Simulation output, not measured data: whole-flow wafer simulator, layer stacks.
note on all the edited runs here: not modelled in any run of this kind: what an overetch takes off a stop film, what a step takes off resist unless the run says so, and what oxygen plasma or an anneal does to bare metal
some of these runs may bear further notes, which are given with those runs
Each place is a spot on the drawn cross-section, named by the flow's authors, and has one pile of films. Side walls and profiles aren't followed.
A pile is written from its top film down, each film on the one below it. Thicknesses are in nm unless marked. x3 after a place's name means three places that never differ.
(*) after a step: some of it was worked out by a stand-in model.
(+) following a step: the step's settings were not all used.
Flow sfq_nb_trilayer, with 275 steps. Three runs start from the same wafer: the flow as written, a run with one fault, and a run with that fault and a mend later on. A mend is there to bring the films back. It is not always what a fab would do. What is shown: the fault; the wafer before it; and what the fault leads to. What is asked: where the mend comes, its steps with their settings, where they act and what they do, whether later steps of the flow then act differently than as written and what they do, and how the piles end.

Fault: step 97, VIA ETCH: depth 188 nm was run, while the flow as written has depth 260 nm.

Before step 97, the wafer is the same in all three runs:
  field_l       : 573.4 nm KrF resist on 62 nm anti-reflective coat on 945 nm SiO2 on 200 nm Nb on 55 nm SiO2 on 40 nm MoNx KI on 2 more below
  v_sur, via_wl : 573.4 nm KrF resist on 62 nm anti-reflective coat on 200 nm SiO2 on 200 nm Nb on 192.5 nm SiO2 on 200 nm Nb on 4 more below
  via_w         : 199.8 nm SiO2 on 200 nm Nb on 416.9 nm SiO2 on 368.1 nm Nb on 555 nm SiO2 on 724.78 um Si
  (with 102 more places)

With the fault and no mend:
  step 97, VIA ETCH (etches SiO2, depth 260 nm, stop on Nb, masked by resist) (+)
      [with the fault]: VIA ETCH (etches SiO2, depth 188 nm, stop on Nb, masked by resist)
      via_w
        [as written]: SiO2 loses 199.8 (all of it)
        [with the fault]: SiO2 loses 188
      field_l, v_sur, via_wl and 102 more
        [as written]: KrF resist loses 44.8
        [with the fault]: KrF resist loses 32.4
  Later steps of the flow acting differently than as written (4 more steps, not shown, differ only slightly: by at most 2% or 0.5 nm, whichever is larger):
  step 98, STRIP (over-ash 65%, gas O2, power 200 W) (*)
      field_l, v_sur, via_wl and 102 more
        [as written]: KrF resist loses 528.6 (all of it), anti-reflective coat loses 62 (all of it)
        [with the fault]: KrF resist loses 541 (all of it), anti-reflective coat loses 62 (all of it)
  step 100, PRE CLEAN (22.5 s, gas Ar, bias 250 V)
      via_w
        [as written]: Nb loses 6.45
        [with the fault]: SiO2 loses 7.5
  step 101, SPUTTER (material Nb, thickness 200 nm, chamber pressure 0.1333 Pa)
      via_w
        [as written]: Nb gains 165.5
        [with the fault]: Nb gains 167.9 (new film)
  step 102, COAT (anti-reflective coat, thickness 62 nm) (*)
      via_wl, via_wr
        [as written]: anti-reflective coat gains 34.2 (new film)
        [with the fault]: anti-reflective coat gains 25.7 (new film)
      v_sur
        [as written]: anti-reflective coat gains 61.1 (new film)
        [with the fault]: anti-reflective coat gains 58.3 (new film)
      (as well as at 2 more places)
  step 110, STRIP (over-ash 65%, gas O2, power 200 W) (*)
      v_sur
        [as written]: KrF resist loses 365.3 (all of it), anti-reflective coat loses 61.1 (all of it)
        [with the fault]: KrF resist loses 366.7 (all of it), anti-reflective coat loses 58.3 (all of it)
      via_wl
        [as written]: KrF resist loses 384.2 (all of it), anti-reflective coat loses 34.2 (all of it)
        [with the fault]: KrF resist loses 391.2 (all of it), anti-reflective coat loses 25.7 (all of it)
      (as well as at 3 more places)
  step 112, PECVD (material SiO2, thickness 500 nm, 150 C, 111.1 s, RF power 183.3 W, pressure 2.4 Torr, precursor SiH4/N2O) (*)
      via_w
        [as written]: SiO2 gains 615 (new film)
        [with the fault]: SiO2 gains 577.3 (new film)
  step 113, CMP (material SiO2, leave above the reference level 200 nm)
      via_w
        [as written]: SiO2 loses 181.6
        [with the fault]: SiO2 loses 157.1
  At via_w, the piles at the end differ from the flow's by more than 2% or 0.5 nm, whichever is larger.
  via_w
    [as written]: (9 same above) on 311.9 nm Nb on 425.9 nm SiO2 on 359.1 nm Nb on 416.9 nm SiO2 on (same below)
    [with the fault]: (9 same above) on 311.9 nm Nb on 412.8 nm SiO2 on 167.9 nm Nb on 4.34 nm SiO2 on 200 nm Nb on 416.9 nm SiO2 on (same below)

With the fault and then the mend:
  The mend follows step 97.
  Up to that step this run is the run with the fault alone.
  step 97a, VIA ETCH (etches SiO2, depth 72 nm, stop on Nb, masked by resist) (+) (a further turn of the flow's step 97, with different settings)
      field_l, v_sur, via_wl and 102 more
        KrF resist loses 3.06
      via_w
        SiO2 loses 11.8 (all of it)
  None of the later steps of the flow differs from how it acts as written, at any place that is followed, by more than 2% or 0.5 nm, whichever is larger.
  The piles end the same as the flow's at every place that both follow.
